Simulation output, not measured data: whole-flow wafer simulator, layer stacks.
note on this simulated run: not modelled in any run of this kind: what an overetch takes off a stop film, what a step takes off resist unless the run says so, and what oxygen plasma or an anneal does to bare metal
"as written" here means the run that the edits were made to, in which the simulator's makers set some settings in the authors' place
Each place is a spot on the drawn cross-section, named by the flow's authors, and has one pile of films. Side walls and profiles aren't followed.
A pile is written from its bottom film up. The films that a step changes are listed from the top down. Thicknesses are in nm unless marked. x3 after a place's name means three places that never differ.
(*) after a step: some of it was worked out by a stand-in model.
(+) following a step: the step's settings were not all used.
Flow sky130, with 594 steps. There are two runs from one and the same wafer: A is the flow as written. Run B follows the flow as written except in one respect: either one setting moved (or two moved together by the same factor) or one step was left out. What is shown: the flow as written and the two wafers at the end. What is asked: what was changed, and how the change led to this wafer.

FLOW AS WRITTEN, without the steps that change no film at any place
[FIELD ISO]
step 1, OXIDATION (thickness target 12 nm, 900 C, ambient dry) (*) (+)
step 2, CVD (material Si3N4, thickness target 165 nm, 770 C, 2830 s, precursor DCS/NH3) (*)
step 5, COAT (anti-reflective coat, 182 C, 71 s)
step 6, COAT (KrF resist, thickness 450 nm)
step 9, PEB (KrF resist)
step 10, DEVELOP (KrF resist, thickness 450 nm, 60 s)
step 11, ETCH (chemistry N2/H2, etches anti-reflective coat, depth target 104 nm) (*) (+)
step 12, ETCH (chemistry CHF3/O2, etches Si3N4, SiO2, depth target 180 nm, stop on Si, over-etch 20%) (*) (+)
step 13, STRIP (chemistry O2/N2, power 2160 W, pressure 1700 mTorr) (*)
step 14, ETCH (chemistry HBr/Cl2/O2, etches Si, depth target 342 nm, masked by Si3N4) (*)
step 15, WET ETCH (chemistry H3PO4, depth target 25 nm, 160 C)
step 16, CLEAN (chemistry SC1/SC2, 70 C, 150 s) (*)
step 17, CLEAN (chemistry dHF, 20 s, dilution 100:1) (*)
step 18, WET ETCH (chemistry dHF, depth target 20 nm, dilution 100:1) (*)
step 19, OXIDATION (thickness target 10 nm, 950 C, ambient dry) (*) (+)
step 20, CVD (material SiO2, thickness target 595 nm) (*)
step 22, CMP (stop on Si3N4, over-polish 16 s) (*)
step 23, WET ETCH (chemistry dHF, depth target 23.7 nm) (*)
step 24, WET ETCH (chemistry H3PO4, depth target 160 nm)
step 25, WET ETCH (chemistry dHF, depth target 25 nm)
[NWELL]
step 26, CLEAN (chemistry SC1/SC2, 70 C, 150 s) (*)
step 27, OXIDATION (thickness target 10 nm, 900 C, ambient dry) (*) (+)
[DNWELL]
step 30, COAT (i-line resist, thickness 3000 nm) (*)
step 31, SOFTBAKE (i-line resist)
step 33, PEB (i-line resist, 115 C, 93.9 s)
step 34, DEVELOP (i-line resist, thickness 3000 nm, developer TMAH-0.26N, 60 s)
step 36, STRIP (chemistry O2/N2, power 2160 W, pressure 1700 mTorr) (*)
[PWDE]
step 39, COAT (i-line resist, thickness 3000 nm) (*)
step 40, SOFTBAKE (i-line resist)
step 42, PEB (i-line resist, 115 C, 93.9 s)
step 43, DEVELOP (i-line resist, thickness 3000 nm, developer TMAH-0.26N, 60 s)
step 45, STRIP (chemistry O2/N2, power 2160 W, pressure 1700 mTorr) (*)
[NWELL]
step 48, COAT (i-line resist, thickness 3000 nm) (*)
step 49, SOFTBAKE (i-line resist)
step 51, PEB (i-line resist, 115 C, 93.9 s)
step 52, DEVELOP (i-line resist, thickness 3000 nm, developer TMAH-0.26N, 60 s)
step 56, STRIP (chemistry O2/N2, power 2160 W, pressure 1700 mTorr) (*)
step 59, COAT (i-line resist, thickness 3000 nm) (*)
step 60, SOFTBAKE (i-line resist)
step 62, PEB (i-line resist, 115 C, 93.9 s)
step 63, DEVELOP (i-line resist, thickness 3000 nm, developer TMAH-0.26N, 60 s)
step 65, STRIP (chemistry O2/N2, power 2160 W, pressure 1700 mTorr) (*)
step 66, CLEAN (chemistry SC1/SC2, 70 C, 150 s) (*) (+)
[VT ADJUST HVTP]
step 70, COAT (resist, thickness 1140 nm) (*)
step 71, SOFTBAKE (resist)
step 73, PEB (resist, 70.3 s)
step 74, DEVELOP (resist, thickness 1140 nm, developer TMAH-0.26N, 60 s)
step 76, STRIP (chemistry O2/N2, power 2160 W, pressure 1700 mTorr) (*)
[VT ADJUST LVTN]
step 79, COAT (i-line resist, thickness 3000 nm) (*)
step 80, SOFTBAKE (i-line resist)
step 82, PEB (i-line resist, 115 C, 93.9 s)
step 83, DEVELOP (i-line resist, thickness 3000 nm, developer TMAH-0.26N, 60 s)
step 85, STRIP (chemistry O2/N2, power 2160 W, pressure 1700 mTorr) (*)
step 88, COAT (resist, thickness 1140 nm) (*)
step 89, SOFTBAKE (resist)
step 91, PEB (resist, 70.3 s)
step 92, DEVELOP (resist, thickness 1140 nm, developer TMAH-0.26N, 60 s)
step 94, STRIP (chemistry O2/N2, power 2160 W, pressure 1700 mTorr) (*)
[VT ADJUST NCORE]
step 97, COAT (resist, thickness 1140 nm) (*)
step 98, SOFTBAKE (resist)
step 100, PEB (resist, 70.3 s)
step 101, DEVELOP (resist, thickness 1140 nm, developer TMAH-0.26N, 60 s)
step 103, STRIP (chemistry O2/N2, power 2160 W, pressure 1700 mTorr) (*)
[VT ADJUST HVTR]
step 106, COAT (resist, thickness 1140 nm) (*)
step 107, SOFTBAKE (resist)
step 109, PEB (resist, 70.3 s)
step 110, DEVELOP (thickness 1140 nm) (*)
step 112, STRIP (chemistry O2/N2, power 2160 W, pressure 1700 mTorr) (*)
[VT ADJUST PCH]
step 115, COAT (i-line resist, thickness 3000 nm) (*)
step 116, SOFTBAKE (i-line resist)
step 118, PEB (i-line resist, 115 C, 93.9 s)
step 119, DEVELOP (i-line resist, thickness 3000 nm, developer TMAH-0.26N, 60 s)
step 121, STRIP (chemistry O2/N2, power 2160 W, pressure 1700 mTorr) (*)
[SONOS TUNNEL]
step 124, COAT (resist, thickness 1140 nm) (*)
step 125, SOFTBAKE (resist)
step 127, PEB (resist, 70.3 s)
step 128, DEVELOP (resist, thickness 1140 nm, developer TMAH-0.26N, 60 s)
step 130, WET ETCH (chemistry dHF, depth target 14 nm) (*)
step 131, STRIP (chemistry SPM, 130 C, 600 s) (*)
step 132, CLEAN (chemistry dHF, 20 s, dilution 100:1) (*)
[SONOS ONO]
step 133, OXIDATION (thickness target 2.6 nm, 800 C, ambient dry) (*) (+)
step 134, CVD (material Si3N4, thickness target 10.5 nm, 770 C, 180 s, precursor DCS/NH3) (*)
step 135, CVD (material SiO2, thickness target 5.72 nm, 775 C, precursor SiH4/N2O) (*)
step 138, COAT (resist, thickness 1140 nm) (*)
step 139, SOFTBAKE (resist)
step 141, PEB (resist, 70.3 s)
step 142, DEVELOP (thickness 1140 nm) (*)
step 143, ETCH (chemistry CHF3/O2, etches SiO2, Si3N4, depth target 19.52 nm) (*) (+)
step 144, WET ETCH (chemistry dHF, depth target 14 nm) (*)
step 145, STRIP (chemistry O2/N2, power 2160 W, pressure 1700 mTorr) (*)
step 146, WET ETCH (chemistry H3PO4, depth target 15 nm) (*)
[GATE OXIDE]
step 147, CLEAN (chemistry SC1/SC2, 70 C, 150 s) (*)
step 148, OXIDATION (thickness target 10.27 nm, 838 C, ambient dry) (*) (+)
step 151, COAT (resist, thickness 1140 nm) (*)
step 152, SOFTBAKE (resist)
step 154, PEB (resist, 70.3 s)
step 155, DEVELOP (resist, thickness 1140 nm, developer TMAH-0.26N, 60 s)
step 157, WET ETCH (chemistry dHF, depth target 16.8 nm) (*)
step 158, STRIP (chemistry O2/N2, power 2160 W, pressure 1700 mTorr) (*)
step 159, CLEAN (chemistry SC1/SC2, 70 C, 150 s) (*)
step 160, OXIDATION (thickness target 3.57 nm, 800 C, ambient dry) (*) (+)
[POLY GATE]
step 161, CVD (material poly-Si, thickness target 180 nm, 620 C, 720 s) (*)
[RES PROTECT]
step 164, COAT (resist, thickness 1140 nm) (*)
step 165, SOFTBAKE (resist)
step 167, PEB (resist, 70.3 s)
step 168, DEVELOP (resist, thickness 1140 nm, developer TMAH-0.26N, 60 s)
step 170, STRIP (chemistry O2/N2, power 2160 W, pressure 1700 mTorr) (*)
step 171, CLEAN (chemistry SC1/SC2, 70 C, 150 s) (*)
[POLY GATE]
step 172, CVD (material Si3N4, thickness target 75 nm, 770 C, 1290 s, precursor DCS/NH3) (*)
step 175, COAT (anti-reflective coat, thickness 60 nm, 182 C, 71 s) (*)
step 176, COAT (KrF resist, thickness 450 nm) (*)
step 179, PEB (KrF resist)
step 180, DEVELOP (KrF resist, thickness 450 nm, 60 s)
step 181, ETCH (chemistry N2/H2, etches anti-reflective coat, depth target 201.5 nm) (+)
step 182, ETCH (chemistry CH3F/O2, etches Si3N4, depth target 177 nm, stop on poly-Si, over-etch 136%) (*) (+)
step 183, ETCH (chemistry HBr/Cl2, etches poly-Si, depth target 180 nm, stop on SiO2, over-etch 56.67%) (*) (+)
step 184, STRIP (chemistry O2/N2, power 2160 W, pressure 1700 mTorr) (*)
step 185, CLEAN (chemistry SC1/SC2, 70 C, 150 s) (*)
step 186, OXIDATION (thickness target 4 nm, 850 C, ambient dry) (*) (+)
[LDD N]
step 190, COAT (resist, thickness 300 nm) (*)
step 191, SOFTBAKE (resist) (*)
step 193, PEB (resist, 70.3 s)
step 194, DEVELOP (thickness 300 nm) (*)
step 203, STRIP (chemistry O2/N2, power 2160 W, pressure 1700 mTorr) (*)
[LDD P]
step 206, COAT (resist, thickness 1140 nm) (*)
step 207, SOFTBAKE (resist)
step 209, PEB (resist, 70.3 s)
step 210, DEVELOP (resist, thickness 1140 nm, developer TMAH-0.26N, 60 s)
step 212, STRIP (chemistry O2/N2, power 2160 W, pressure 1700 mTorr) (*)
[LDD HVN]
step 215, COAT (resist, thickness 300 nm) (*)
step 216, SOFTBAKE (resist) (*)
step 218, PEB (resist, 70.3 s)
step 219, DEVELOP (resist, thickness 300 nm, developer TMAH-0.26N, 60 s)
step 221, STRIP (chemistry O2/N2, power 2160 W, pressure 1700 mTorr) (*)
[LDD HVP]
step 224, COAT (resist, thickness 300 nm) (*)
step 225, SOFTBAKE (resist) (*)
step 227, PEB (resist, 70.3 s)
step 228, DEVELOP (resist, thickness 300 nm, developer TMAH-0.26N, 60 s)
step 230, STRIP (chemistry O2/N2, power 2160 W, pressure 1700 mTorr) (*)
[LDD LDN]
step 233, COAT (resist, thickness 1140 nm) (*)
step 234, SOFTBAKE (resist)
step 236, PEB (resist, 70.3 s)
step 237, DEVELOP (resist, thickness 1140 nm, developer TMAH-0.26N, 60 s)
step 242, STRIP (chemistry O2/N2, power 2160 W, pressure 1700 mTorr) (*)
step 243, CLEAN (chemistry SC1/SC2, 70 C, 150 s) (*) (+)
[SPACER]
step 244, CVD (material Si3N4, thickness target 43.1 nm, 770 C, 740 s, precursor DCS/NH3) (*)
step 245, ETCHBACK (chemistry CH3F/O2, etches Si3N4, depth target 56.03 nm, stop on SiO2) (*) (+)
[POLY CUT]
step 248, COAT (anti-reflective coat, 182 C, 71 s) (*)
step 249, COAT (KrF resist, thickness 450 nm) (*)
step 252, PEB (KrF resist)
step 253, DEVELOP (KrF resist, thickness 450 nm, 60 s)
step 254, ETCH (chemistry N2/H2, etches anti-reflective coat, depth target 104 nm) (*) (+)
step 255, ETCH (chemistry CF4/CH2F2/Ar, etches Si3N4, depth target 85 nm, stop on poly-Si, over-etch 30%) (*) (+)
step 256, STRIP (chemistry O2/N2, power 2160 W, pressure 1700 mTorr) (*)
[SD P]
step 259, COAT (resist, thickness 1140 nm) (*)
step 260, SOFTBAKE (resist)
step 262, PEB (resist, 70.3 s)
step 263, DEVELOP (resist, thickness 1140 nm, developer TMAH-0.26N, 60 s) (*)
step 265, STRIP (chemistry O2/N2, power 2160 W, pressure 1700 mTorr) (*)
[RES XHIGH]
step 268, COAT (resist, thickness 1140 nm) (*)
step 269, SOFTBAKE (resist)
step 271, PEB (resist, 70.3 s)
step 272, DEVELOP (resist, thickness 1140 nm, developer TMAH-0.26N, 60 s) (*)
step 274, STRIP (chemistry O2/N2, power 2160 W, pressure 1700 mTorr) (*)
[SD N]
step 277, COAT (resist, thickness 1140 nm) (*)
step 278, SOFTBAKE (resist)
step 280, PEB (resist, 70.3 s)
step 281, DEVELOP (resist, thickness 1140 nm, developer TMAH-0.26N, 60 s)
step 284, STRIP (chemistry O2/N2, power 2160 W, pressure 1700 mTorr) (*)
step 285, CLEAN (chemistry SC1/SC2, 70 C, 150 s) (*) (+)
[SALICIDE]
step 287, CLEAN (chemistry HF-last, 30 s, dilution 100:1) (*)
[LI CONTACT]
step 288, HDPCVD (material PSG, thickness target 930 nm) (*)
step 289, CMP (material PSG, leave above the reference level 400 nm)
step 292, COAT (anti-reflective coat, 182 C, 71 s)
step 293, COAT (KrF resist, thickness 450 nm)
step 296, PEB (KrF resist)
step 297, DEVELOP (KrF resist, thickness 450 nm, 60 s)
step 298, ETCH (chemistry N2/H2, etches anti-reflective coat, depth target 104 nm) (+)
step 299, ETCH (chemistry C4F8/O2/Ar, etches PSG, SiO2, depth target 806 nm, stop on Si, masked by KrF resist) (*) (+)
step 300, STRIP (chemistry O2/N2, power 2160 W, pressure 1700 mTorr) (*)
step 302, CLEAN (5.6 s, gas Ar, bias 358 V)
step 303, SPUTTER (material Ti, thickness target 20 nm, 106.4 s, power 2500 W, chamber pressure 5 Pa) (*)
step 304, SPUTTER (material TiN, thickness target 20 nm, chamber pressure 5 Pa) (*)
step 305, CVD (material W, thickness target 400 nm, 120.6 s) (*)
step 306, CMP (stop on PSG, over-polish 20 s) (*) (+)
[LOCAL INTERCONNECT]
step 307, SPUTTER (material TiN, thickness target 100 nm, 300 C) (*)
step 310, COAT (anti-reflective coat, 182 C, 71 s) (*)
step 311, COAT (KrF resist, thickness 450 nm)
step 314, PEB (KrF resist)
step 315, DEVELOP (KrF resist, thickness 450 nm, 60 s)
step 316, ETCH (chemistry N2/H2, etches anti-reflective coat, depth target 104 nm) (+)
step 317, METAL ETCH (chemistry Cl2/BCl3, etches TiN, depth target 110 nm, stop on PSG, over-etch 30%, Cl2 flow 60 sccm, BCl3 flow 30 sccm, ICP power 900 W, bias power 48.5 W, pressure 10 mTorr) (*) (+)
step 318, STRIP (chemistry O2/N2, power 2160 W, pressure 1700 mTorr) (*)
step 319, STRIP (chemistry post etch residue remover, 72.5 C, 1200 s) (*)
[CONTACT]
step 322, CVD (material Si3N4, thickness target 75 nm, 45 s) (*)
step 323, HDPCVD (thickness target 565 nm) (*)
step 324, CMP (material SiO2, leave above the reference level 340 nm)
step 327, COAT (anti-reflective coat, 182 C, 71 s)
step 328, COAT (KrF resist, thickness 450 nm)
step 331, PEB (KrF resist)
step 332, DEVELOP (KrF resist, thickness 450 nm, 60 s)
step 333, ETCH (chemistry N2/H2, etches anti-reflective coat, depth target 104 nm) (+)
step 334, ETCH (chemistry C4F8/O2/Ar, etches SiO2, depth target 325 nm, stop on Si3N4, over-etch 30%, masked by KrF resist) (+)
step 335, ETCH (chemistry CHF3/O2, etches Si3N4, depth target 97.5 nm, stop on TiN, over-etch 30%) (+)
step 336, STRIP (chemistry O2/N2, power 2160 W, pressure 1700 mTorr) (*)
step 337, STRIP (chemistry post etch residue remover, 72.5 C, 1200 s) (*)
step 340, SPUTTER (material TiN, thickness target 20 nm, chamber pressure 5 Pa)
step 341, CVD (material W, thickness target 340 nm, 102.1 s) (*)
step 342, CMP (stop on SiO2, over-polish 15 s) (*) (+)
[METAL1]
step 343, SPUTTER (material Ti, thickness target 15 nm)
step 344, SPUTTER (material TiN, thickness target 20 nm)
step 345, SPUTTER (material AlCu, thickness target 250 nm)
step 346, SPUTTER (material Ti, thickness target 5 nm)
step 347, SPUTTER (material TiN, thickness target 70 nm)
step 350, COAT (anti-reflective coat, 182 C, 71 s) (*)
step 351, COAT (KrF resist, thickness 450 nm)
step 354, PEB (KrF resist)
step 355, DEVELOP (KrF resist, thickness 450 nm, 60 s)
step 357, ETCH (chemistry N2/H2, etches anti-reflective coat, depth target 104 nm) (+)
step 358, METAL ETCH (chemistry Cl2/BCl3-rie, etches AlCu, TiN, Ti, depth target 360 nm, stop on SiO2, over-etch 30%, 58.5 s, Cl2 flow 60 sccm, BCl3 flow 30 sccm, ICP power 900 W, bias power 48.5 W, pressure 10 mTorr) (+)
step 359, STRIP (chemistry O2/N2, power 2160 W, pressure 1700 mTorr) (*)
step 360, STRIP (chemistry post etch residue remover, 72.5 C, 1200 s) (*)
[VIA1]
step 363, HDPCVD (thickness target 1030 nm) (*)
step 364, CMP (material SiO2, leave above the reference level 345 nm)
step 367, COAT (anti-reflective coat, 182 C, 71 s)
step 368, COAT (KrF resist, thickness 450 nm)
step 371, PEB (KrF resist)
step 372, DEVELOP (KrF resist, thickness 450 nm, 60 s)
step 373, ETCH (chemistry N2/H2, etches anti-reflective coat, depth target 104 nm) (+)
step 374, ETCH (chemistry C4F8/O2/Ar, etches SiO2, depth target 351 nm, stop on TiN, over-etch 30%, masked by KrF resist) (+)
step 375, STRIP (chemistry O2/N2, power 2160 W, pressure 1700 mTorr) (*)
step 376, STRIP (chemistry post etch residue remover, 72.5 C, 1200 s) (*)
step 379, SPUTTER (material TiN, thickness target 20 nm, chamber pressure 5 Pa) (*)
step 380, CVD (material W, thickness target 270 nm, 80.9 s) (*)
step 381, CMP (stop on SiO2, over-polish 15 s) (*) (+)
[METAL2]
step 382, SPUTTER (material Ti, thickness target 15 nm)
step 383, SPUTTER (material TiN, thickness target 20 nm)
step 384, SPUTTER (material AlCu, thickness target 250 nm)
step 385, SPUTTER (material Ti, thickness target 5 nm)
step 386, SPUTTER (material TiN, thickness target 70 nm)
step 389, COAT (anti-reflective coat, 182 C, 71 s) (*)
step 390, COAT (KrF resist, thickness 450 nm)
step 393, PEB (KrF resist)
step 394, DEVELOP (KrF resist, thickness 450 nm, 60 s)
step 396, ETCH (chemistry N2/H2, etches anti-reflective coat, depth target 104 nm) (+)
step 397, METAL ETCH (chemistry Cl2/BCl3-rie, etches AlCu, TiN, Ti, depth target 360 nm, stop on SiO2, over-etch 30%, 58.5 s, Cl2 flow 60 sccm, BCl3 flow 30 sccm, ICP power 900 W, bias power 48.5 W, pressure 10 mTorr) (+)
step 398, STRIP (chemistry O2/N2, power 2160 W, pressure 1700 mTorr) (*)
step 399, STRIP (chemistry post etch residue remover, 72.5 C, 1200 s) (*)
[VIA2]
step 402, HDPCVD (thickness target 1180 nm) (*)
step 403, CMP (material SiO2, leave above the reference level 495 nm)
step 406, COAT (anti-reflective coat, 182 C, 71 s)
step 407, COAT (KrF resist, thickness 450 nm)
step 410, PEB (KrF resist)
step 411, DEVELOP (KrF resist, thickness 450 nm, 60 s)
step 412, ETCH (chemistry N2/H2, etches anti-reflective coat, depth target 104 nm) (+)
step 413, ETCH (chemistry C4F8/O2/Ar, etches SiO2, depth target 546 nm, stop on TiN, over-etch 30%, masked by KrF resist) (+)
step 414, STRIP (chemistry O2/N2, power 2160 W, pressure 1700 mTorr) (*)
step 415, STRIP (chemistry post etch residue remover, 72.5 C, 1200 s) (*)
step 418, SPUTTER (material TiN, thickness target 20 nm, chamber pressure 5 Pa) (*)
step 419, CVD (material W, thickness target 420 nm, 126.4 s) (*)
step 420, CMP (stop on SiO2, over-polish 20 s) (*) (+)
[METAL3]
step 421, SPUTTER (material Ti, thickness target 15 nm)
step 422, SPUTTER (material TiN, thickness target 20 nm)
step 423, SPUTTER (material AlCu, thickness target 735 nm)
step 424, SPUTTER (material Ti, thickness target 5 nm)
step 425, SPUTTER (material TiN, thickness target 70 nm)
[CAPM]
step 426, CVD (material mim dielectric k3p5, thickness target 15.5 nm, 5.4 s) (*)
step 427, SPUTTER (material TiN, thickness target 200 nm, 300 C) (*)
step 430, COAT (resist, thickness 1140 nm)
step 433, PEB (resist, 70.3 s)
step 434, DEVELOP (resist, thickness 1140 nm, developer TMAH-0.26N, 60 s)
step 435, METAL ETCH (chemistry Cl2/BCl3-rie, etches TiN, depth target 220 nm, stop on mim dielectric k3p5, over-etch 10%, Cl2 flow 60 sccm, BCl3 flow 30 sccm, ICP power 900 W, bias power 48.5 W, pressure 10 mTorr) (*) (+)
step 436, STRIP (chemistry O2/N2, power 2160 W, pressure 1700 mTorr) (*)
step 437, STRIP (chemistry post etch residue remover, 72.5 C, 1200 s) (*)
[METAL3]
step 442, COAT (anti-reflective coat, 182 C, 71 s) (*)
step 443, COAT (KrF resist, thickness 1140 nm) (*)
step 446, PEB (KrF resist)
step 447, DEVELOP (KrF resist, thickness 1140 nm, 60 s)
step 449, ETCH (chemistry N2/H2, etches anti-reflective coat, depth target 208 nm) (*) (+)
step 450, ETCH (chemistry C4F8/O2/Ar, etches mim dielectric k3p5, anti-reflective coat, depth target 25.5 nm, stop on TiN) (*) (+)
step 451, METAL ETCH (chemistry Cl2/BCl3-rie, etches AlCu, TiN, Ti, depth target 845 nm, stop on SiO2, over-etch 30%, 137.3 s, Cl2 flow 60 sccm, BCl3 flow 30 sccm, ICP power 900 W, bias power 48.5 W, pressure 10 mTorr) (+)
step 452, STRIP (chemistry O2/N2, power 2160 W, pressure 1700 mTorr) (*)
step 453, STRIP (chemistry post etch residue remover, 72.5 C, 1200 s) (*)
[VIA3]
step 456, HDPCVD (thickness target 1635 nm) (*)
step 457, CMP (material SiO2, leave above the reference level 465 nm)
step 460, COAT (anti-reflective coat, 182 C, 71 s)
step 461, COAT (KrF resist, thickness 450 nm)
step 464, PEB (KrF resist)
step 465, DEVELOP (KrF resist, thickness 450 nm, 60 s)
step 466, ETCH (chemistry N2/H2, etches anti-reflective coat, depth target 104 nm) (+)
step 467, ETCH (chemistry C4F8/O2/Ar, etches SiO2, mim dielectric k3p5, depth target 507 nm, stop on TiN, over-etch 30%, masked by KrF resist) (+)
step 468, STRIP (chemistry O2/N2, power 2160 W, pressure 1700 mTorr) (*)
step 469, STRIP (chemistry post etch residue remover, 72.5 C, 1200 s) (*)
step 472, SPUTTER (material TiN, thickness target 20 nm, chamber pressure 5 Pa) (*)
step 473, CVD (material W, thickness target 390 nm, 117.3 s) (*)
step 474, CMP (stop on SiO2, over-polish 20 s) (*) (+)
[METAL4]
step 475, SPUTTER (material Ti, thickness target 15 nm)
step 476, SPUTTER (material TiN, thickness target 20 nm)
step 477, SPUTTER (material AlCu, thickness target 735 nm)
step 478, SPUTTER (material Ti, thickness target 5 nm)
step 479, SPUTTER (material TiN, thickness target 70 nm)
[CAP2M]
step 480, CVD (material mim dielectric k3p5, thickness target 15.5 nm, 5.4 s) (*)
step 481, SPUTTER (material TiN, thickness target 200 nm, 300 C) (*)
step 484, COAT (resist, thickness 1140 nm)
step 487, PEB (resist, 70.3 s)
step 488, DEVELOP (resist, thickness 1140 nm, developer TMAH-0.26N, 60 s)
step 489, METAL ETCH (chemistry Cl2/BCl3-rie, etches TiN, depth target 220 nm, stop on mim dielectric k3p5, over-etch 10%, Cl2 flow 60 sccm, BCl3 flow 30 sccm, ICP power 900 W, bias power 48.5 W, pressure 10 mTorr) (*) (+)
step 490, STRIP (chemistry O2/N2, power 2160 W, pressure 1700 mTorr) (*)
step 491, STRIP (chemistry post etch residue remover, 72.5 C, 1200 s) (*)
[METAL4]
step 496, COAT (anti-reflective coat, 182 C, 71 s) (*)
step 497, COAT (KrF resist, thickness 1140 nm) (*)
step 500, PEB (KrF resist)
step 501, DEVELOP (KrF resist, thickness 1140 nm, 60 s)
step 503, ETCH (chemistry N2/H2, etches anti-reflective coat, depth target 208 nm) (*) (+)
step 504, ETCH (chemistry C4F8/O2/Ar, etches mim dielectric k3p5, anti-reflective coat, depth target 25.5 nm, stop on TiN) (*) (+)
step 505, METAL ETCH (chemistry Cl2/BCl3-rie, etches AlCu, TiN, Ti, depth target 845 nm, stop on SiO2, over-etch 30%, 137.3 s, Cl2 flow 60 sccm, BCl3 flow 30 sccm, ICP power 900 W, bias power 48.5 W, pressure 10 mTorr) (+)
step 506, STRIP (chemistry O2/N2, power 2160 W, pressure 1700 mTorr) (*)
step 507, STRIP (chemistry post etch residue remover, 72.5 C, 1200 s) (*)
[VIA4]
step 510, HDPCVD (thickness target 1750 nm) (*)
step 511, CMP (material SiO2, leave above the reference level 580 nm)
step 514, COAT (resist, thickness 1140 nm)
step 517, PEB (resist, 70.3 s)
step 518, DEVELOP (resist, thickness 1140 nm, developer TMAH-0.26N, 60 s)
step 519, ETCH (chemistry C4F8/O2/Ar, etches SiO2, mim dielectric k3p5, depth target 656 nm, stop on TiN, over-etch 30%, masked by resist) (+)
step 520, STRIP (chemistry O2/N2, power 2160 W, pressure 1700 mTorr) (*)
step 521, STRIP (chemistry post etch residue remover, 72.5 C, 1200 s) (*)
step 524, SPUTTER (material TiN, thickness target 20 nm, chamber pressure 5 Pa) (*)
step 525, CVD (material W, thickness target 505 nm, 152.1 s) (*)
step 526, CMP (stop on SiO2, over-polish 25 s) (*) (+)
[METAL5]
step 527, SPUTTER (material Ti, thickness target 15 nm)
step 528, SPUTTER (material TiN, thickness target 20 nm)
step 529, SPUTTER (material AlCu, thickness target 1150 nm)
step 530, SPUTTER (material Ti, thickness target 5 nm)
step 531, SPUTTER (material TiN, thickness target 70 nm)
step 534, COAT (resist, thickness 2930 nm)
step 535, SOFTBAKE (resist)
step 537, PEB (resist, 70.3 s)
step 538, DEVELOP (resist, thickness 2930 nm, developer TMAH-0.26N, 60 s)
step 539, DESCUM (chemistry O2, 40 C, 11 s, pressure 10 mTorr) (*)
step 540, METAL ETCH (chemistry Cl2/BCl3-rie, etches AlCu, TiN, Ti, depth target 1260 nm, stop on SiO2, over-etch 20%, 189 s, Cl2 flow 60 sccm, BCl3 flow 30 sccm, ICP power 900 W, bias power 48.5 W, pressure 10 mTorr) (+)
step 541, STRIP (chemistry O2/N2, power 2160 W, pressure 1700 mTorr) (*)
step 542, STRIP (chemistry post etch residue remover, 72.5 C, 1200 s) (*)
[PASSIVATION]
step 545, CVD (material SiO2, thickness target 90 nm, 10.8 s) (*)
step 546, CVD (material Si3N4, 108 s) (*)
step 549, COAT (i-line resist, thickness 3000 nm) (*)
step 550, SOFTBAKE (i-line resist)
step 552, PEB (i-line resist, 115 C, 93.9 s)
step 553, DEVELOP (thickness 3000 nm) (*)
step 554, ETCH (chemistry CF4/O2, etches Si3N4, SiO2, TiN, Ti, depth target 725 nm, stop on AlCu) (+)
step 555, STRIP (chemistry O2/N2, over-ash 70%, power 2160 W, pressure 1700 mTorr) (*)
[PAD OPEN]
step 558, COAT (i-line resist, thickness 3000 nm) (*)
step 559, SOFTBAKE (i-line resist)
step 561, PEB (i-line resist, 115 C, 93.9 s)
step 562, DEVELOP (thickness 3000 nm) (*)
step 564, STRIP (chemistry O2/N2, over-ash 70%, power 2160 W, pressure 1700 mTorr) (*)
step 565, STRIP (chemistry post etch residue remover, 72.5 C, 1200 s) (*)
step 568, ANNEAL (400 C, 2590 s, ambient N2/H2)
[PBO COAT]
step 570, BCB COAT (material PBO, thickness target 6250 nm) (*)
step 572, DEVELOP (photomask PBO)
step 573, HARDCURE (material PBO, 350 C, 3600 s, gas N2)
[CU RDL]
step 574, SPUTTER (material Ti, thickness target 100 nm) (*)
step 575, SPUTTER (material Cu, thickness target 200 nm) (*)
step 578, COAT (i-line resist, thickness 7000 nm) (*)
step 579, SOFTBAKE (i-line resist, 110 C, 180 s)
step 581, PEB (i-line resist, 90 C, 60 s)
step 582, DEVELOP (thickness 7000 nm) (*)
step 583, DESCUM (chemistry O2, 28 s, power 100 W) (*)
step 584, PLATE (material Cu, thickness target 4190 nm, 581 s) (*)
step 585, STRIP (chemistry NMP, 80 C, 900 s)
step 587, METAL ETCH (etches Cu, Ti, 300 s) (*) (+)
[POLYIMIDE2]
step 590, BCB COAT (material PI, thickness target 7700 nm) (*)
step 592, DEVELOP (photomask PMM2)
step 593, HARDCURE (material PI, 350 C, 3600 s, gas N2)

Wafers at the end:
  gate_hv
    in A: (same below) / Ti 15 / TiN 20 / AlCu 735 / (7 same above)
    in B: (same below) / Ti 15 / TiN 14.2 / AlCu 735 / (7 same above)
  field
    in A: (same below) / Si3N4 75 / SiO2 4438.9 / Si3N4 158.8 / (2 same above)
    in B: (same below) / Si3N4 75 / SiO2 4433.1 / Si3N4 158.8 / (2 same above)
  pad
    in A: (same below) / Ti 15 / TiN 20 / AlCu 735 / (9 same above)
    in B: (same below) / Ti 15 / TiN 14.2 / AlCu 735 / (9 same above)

Cause: step 476, SPUTTER: thickness target 14.2 nm was run, whereas the flow has thickness target 20 nm.
One can read it off the wafer: gate_hv has TiN 14.2, and step 476 as written asks for 20 nm.

Step by step, how the change led to this:
  step 476, SPUTTER (material TiN, thickness target 20 nm)
      field, active, n_well and 189 more: A +20 TiN (new film) | B +14.2 TiN (new film)
  step 505, METAL ETCH (chemistry Cl2/BCl3-rie, etches AlCu, TiN, Ti, depth target 845 nm, stop on SiO2, over-etch 30%, 137.3 s, Cl2 flow 60 sccm, BCl3 flow 30 sccm, ICP power 900 W, bias power 48.5 W, pressure 10 mTorr) (+)
      field, gate, spacer and 68 more: A -70 TiN (all of it), -5 Ti (all of it), -735 AlCu (all of it), -20 TiN (all of it), -15 Ti (all of it), -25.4 SiO2 | B -70 TiN (all of it), -5 Ti (all of it), -735 AlCu (all of it), -14.2 TiN (all of it), -15 Ti (all of it), -25.9 SiO2
      active, vpp_iso1, mim_edge_plate and 14 more: A -70 TiN (all of it), -5 Ti (all of it), -735 AlCu (all of it), -20 TiN (all of it), -15 Ti (all of it), -25.3 SiO2 | B -70 TiN (all of it), -5 Ti (all of it), -735 AlCu (all of it), -14.2 TiN (all of it), -15 Ti (all of it), -25.9 SiO2
